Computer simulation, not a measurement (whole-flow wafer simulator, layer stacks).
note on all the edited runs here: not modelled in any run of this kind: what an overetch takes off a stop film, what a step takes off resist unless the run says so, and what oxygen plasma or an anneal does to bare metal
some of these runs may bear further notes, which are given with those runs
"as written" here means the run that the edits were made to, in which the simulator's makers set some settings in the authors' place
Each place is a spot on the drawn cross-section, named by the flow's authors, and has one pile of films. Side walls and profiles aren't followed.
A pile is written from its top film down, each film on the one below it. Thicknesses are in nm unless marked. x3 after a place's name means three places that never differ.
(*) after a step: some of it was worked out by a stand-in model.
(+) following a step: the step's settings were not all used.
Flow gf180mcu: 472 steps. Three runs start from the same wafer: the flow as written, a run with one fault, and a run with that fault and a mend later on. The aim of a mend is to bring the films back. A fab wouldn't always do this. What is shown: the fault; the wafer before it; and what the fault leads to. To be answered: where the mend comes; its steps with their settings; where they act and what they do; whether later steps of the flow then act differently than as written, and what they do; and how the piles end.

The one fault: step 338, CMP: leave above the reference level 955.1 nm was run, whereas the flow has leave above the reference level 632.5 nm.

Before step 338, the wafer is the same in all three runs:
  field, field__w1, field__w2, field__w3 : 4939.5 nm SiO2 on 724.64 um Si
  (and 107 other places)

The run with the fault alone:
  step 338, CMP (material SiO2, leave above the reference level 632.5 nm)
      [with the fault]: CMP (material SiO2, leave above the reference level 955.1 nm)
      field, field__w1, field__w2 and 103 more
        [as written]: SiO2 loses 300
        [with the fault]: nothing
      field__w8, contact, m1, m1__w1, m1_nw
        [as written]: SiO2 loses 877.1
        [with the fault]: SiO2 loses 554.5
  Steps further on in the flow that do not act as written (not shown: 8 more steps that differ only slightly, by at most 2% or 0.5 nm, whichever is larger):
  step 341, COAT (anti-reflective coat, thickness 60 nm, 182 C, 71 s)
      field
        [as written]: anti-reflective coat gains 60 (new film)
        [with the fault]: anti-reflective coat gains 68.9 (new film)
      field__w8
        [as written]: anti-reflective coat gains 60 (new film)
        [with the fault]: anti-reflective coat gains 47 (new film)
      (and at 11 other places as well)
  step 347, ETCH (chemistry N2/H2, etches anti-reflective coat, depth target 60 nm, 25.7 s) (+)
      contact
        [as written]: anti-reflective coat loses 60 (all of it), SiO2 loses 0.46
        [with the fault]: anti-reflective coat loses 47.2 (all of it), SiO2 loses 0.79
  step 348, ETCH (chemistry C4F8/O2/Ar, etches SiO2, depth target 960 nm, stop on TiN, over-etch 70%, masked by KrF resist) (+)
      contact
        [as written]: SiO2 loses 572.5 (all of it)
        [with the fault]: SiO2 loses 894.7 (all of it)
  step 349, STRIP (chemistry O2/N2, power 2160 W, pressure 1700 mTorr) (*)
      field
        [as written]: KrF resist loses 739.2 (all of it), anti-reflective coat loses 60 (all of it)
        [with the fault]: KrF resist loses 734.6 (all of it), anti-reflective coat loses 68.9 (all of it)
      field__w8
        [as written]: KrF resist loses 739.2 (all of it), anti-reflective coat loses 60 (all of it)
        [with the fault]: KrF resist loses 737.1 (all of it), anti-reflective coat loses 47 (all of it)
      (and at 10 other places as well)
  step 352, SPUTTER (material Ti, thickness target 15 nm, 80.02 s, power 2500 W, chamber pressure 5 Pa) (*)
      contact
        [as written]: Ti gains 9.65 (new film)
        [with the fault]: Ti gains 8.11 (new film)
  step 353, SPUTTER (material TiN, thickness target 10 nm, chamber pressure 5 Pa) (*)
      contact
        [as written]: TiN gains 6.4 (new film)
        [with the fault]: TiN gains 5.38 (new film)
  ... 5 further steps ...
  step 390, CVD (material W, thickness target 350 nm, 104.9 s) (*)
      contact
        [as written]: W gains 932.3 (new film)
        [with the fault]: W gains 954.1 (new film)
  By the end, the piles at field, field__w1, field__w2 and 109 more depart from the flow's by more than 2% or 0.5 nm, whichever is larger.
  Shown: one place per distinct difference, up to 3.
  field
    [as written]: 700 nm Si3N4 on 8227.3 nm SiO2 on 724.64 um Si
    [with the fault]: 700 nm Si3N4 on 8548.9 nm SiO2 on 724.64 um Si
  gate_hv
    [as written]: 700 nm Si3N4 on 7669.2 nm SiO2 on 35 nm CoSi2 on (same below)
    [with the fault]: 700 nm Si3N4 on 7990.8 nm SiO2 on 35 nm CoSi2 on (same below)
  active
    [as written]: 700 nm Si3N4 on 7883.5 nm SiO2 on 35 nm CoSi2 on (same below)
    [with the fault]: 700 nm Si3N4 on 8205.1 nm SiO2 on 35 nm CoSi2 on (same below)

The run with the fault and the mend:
  The mend stands after step 338.
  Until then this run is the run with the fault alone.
  step 338a, CMP (material SiO2, leave above the reference level 632.5 nm) (the flow's step 338, run once more)
      field, field__w1, field__w2 and 103 more
        SiO2 loses 300
      field__w8, contact, m1, m1__w1, m1_nw
        SiO2 loses 322.6
  Every later step of the flow that is run acts as written at every place that is followed.
  The piles end the same as the flow's at every place that both follow.
